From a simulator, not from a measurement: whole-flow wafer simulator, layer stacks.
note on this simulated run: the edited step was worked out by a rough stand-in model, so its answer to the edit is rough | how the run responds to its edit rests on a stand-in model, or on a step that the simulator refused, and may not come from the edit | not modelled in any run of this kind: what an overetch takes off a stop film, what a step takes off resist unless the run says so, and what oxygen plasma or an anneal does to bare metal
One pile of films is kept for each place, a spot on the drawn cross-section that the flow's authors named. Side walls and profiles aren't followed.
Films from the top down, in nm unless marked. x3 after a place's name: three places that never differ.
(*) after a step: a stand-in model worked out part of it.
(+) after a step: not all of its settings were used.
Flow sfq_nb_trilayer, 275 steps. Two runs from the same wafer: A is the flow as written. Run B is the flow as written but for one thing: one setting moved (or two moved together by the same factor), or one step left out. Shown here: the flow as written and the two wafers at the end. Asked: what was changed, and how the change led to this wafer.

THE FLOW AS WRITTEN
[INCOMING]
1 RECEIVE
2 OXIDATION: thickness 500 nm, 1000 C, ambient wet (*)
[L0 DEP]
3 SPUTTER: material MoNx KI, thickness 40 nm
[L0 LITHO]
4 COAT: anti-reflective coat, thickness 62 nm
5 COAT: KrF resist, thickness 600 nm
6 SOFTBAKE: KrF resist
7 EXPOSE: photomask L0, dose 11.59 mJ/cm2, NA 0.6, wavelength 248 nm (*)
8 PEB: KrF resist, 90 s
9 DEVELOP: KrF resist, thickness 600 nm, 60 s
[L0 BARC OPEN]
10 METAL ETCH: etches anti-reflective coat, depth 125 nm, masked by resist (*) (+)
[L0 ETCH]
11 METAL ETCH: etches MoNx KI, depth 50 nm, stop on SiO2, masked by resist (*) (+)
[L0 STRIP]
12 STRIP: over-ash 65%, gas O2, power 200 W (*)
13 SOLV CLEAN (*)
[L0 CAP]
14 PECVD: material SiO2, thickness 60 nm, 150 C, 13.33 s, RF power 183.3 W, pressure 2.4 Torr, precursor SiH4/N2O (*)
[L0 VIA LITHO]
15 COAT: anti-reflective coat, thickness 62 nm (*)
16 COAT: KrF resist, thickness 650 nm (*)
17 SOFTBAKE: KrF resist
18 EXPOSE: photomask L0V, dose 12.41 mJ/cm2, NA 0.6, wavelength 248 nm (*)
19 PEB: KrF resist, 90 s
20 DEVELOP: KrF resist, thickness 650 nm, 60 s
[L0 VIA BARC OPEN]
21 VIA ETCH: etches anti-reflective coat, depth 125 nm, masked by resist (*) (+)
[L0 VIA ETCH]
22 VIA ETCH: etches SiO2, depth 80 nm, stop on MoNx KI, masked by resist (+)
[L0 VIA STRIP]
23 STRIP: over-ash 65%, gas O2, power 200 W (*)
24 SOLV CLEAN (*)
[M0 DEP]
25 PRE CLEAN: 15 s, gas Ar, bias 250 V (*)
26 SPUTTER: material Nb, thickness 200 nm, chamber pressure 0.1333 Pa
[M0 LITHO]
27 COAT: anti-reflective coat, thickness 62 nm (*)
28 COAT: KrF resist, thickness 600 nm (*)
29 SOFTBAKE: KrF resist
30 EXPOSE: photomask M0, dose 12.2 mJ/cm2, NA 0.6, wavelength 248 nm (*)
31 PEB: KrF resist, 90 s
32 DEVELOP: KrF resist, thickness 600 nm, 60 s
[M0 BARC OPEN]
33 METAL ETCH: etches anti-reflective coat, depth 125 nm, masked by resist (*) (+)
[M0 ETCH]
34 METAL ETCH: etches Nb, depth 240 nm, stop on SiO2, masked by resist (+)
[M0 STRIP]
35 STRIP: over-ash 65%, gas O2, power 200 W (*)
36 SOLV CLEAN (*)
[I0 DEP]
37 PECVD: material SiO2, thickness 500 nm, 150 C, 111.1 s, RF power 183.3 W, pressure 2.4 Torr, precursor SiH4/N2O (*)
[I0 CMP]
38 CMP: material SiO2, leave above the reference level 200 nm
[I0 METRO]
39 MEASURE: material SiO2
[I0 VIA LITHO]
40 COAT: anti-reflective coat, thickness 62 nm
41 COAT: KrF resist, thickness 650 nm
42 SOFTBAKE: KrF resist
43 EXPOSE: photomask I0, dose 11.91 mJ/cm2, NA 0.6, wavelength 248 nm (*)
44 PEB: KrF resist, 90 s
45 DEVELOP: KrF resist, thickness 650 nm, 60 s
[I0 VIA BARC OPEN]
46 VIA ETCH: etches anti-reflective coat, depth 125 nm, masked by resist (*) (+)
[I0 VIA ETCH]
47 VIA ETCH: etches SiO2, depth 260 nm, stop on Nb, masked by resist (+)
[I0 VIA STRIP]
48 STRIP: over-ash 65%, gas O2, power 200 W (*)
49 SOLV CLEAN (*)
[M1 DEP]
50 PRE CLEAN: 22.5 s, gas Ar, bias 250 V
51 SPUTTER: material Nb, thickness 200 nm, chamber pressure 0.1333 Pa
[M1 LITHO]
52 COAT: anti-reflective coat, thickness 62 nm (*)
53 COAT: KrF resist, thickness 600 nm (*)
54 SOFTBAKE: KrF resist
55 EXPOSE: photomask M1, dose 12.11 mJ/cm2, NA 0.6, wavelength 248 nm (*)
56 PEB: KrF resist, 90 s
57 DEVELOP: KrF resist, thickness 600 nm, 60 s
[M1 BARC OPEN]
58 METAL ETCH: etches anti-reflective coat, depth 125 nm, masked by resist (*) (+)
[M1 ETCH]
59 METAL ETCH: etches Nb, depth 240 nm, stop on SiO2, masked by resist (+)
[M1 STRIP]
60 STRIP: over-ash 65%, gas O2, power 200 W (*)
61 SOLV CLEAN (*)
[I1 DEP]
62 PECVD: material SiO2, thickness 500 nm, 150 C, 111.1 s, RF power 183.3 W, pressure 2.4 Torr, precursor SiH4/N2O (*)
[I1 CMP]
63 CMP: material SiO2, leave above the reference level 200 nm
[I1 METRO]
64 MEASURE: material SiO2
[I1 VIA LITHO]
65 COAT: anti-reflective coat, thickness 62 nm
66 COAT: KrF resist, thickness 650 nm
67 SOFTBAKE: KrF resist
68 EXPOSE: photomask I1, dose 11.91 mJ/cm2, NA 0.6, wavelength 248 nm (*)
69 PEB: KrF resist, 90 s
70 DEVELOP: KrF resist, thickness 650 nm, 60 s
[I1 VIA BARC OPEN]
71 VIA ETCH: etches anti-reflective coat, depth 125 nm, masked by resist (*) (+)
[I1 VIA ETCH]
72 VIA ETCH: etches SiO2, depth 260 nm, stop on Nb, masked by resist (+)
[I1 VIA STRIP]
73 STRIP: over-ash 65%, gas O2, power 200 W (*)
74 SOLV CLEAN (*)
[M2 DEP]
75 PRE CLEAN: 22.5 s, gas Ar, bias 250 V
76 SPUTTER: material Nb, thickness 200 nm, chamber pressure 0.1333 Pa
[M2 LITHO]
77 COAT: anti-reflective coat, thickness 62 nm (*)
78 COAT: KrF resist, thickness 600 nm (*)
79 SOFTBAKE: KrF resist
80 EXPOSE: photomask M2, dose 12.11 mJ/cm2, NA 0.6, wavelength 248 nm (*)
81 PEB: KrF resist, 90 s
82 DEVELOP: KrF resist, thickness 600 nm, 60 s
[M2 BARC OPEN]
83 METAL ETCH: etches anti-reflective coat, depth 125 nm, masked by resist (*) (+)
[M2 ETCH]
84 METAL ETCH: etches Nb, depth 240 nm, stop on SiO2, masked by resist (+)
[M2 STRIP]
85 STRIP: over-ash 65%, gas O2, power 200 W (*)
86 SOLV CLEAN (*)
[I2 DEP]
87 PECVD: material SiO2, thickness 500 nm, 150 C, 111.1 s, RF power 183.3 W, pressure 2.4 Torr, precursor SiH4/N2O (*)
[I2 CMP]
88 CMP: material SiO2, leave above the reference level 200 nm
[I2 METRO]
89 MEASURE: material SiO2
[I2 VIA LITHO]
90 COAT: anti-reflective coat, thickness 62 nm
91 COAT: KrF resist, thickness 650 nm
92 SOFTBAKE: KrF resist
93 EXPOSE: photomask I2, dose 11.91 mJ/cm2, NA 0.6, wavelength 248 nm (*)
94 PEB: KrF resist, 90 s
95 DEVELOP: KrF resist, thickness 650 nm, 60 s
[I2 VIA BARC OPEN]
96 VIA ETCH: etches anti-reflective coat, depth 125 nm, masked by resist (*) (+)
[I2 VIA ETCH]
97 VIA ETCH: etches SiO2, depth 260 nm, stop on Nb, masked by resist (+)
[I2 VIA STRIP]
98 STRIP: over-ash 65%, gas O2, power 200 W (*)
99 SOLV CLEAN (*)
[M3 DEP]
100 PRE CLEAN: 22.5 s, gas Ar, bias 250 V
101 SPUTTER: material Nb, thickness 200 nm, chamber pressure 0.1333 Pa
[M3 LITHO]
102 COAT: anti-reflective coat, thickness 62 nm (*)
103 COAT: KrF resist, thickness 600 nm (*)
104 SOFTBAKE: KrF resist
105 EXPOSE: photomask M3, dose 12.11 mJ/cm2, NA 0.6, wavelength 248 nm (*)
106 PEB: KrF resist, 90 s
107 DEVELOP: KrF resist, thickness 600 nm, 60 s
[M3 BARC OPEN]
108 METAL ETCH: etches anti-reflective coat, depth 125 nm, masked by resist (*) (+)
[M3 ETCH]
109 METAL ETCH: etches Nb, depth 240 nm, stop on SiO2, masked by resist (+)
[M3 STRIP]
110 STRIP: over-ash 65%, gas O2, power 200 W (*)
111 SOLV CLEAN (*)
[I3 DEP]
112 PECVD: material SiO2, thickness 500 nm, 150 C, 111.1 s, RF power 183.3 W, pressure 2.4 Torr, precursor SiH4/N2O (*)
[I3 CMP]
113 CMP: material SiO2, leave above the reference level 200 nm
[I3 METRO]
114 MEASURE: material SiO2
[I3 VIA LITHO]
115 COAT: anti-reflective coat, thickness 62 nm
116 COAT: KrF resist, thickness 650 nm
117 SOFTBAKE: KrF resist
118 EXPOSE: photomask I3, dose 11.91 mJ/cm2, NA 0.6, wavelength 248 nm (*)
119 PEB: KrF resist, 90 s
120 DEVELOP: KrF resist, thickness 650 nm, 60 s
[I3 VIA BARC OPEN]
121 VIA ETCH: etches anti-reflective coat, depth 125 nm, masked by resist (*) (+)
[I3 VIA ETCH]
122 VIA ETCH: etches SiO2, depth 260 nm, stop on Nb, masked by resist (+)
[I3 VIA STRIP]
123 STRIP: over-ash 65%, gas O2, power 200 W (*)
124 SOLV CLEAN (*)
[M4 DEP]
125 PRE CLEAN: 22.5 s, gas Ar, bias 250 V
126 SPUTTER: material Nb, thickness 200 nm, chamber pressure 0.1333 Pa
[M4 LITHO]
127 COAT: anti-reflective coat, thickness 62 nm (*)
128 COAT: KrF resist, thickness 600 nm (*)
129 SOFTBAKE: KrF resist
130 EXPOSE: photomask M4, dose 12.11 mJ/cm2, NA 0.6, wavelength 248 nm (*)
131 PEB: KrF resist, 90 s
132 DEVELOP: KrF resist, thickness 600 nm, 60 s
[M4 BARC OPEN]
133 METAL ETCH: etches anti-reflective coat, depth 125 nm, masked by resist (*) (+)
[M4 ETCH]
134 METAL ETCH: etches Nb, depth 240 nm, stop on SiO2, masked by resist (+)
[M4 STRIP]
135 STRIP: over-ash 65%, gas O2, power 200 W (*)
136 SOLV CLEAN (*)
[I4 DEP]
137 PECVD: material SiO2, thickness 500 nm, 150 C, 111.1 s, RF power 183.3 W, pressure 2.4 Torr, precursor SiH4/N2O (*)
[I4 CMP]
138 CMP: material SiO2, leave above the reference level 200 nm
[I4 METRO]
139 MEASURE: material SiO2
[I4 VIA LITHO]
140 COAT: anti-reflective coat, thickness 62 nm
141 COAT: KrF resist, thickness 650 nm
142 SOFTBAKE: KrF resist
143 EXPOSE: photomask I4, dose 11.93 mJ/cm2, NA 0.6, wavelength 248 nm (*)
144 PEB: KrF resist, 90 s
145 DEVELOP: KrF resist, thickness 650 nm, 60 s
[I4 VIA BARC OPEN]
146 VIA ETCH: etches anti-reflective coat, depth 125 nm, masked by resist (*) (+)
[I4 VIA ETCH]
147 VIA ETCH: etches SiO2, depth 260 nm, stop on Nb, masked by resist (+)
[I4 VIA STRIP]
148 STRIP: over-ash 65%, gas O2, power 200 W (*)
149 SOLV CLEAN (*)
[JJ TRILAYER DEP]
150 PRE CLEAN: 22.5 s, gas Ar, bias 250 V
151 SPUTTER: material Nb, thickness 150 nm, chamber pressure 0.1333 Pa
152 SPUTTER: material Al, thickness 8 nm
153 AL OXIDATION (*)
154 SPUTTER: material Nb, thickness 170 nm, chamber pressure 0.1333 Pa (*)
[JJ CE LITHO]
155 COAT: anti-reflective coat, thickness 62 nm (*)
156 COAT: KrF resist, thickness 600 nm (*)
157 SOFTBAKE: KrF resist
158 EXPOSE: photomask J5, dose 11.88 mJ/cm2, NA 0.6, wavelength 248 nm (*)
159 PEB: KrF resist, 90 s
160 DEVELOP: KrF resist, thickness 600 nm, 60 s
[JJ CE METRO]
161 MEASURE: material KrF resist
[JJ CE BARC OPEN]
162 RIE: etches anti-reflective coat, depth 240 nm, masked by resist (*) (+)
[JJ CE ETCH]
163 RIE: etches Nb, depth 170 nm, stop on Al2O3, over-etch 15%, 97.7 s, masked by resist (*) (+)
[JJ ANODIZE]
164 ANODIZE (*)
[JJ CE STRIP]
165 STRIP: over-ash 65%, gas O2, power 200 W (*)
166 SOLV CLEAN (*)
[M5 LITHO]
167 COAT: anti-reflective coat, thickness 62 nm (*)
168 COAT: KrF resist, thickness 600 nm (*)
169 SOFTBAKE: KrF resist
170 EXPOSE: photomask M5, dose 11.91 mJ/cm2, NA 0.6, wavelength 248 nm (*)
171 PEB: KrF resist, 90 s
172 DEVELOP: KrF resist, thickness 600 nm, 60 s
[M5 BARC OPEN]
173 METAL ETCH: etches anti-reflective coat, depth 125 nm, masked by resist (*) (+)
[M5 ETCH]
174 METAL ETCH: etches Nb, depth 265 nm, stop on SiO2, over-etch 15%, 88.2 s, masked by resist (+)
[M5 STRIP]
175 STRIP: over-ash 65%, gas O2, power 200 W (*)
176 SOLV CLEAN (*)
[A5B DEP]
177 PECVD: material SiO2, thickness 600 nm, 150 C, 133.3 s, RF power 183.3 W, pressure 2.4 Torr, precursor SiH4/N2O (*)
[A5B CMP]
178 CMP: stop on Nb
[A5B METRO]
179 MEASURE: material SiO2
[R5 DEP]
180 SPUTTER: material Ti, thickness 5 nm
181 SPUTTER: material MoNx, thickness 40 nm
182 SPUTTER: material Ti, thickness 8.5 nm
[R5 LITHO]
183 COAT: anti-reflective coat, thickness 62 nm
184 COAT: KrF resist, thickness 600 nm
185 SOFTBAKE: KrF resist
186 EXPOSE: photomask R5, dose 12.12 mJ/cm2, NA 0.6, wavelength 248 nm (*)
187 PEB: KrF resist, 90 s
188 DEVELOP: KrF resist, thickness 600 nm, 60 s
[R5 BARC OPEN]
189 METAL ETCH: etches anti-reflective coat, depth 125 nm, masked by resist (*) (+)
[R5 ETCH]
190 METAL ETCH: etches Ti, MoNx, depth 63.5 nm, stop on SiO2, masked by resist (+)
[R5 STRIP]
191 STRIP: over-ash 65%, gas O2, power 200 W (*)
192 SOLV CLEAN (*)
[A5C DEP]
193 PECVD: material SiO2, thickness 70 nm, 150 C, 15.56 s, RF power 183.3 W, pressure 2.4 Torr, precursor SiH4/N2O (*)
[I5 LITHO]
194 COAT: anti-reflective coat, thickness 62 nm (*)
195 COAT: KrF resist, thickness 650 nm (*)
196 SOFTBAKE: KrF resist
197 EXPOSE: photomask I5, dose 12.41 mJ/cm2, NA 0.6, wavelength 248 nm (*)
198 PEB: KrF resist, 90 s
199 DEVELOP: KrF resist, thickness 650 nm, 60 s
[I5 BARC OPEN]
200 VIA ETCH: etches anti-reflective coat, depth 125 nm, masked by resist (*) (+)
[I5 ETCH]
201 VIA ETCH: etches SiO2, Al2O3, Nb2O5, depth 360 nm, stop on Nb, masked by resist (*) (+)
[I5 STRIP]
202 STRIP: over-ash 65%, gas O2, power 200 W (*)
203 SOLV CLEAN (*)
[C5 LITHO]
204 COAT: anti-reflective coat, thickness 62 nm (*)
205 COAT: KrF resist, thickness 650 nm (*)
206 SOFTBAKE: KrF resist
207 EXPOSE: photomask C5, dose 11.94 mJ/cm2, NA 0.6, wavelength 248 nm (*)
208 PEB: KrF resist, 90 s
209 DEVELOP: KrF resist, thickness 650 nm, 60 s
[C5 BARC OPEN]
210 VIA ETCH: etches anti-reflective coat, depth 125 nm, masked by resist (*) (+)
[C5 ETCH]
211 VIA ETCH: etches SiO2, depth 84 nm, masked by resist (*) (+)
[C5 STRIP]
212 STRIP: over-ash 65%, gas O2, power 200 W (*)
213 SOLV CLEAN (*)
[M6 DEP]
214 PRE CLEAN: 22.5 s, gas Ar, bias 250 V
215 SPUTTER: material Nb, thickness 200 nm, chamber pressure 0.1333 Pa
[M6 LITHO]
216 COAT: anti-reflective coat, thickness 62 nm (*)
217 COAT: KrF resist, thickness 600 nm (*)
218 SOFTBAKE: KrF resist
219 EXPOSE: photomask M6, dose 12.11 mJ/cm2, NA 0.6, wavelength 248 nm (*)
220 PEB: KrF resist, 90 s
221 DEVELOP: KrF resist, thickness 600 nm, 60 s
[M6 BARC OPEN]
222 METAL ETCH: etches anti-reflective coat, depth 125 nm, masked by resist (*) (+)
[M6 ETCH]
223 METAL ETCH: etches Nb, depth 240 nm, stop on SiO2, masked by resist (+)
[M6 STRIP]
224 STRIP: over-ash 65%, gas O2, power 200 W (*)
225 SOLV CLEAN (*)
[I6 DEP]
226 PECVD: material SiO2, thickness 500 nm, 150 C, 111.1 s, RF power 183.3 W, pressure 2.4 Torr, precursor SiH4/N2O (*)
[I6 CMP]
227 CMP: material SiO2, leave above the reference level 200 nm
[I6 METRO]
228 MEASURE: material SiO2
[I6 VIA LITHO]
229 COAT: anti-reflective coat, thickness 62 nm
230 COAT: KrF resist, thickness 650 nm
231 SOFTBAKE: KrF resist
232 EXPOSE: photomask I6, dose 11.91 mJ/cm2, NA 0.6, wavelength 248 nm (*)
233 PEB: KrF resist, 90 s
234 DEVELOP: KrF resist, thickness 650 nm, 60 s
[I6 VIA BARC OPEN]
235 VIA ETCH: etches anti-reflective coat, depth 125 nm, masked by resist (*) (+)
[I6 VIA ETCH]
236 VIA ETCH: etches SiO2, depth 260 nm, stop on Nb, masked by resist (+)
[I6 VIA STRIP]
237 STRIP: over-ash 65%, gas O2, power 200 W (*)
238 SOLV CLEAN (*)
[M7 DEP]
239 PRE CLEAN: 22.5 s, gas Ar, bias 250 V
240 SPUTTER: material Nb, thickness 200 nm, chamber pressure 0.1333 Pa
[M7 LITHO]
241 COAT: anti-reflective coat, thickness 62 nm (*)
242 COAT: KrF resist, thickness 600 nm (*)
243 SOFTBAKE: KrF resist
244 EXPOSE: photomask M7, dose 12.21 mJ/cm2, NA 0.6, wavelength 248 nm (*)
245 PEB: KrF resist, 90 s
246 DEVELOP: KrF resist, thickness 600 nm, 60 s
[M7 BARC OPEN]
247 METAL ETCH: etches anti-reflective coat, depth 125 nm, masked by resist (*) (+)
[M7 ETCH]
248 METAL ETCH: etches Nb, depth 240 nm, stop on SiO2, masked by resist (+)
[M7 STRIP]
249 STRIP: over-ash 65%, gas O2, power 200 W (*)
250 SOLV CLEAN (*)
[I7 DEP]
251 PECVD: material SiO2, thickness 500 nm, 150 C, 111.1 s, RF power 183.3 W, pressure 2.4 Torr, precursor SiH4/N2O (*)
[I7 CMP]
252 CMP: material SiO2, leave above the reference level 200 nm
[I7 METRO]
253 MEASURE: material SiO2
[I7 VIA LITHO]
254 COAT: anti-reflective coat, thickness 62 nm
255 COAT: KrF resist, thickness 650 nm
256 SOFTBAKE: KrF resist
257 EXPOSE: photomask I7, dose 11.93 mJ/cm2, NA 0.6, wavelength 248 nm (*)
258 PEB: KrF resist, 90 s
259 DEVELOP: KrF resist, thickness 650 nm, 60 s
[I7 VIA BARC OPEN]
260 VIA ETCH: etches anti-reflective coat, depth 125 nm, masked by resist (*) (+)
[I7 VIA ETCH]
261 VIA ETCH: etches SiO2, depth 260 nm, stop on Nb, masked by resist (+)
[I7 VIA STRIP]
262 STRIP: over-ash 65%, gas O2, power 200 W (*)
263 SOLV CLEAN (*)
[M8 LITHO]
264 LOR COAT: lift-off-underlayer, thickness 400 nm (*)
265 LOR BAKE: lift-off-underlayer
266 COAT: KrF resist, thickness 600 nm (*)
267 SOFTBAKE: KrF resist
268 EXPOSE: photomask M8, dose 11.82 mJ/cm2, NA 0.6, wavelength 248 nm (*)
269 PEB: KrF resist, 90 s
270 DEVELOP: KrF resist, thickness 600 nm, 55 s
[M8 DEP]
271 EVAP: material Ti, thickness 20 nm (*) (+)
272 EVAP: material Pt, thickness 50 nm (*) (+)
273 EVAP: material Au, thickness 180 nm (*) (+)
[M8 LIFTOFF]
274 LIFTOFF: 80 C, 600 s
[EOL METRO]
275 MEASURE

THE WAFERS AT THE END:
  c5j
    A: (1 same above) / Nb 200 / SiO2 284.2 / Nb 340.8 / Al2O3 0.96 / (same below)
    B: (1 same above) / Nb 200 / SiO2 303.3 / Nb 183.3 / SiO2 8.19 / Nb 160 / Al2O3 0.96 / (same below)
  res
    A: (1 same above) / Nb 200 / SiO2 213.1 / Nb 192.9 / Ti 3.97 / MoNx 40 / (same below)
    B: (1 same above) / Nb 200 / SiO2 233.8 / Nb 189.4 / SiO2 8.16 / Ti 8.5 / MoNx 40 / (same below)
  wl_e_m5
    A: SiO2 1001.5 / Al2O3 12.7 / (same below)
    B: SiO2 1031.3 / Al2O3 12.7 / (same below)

The cause: step 193, PECVD: thickness 99.8 nm was run, where the flow has thickness 70 nm; step 193, PECVD: 22.17 s was run, where the flow has 15.56 s.

How the change led to this, step by step:
  193 PECVD: material SiO2, thickness 70 nm, 150 C, 15.56 s, RF power 183.3 W, pressure 2.4 Torr, precursor SiH4/N2O (*)
      field_l, v_sur, via_wl and 92 more: A SiO2 +70 | B SiO2 +99.8
      ce_l, c5j, ce_r and 8 more: A SiO2 +70 (new film) | B SiO2 +99.8 (new film)
  201 VIA ETCH: etches SiO2, Al2O3, Nb2O5, depth 360 nm, stop on Nb, masked by resist (*) (+)
      be: A SiO2 -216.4 (all of it), Al2O3 -12.7 (all of it), Nb2O5 -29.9 (all of it) | B SiO2 -246.2 (all of it), Al2O3 -12.7 (all of it), Nb2O5 -29.9 (all of it)
  204 COAT: anti-reflective coat, thickness 62 nm (*)
      be: A anti-reflective coat +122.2 (new film) | B anti-reflective coat +126.6 (new film)
      be_sur: A anti-reflective coat +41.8 (new film) | B anti-reflective coat +40.8 (new film)
  205 COAT: KrF resist, thickness 650 nm (*)
      be: A KrF resist +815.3 (new film) | B KrF resist +836.7 (new film)
  211 VIA ETCH: etches SiO2, depth 84 nm, masked by resist (*) (+)
      c5j: A SiO2 -69.9 (all of it), Nb -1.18 | B SiO2 -84
      res: A SiO2 -69.9 (all of it) | B SiO2 -84
  212 STRIP: over-ash 65%, gas O2, power 200 W (*)
      be: A KrF resist -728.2 (all of it), anti-reflective coat -122.2 (all of it) | B KrF resist -749.5 (all of it), anti-reflective coat -126.6 (all of it)
      be_sur: A KrF resist -559.6 (all of it), anti-reflective coat -41.8 (all of it) | B KrF resist -557.8 (all of it), anti-reflective coat -40.8 (all of it)
  214 PRE CLEAN: 22.5 s, gas Ar, bias 250 V
      c5j: A Nb -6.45 | B SiO2 -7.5
      res: A Ti -4.53 | B SiO2 -7.5
  215 SPUTTER: material Nb, thickness 200 nm, chamber pressure 0.1333 Pa
      c5j: A Nb +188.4 | B Nb +183.3 (new film)
      be: A Nb +147.3 | B Nb +140.7
  216 COAT: anti-reflective coat, thickness 62 nm (*)
      wire: A anti-reflective coat +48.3 (new film) | B anti-reflective coat +47.3 (new film)
      be: A anti-reflective coat +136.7 (new film) | B anti-reflective coat +141.9 (new film)
      (and at 6 more places)
  217 COAT: KrF resist, thickness 600 nm (*)
      be: A KrF resist +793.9 (new film) | B KrF resist +826.6 (new film)
  224 STRIP: over-ash 65%, gas O2, power 200 W (*)
      wire: A KrF resist -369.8 (all of it), anti-reflective coat -48.3 (all of it) | B KrF resist -371.4 (all of it), anti-reflective coat -47.3 (all of it)
      be: A KrF resist -575.8 (all of it), anti-reflective coat -136.7 (all of it) | B KrF resist -608.4 (all of it), anti-reflective coat -141.9 (all of it)
      (and at 6 more places)
  226 PECVD: material SiO2, thickness 500 nm, 150 C, 111.1 s, RF power 183.3 W, pressure 2.4 Torr, precursor SiH4/N2O (*)
      be: A SiO2 +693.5 (new film) | B SiO2 +729.9 (new film)
      c5j: A SiO2 +514.7 (new film) | B SiO2 +533.8 (new film)
  227 CMP: material SiO2, leave above the reference level 200 nm
      res: A SiO2 -279.4 | B SiO2 -258.7
Counting metal films that touch as one body, c5j has 5 bodies (between them, from the top down: SiO2 303.3; SiO2 8.19; Al2O3 0.96; SiO2 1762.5); the flow as written gives 4 bodies (between them, from the top down: SiO2 284.2; Al2O3 0.96; SiO2 1762.5).
Counting metal films that touch as one body, res has 4 bodies (between them, from the top down: SiO2 233.8; SiO2 8.16; SiO2 2090.9); the flow as written gives 3 bodies (between them, from the top down: SiO2 213.1; SiO2 2090.9).
